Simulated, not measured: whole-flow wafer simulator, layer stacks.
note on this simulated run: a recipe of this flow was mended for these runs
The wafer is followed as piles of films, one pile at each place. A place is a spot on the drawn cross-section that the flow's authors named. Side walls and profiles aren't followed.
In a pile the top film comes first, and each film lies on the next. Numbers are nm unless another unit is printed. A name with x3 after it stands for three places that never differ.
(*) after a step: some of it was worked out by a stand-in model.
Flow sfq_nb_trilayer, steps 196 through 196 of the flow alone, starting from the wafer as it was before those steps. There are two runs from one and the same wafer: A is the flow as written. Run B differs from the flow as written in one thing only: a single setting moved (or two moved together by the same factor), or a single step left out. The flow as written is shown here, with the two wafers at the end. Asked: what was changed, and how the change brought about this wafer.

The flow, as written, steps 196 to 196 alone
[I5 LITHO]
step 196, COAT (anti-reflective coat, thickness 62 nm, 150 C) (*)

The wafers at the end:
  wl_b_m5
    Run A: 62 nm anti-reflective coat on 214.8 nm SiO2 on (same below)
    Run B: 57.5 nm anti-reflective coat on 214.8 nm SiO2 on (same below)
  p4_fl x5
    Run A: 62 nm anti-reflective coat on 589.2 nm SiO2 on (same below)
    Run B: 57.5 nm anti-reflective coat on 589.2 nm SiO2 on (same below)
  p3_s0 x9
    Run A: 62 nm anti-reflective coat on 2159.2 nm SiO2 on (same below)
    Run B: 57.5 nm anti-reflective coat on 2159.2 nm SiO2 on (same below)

The reason: step 196, COAT: thickness 57.5 nm was run, whereas the flow has thickness 62 nm.
The wafer itself shows it: wl_b_m5 has anti-reflective coat 57.5, and step 196 as written asks for 62 nm.

How this came from the change, step by step:
  step 196, COAT (anti-reflective coat, thickness 62 nm, 150 C) (*)
      p4_fl x5, p4_w1 x9, p3_s0 x9 and 41 more: A anti-reflective coat gains 62 (new film) | B anti-reflective coat gains 57.5 (new film)
      via_wl, via_w, via_wr, via_sp, via_v, lsp_r, l0_sur, l0v: A anti-reflective coat gains 62.3 (new film) | B anti-reflective coat gains 57.8 (new film)
      (and at 34 other places as well)
